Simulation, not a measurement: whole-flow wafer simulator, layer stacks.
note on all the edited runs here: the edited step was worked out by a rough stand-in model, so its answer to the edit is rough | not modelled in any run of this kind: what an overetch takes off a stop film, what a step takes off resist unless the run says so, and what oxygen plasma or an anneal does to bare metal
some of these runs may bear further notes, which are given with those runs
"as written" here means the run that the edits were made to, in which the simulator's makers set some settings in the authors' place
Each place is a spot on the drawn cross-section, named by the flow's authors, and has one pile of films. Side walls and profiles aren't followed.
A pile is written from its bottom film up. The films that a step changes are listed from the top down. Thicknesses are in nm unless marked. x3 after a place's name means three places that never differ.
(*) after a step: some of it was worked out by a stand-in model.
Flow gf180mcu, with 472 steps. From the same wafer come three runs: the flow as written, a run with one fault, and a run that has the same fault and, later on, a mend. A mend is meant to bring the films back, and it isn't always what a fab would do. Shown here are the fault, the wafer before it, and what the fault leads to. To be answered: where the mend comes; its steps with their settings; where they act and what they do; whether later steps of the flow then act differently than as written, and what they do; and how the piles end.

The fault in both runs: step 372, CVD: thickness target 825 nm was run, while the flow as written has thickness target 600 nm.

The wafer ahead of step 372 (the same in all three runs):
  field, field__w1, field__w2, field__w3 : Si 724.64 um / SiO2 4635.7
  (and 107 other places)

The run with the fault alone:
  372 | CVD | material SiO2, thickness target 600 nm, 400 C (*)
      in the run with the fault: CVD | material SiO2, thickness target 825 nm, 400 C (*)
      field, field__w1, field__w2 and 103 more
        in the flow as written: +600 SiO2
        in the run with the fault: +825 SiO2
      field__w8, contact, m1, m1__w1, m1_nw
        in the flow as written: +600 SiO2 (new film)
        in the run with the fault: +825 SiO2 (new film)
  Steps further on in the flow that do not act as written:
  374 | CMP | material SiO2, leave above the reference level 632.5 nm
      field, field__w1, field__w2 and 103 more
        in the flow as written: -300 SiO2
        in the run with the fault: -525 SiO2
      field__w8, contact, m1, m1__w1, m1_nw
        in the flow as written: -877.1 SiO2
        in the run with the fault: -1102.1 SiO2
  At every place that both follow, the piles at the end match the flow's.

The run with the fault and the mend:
  After step 372 comes the mend.
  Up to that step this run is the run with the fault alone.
  372a | WET ETCH | chemistry dHF, depth target 225 nm, 25 C, dilution 100:1 (the flow's step 17 again, with other settings)
      field, field__w1, field__w2 and 108 more
        -225 SiO2
  Later steps of the flow that are run all act as written at every place that is followed.
  At every place that both follow, the piles at the end match the flow's.
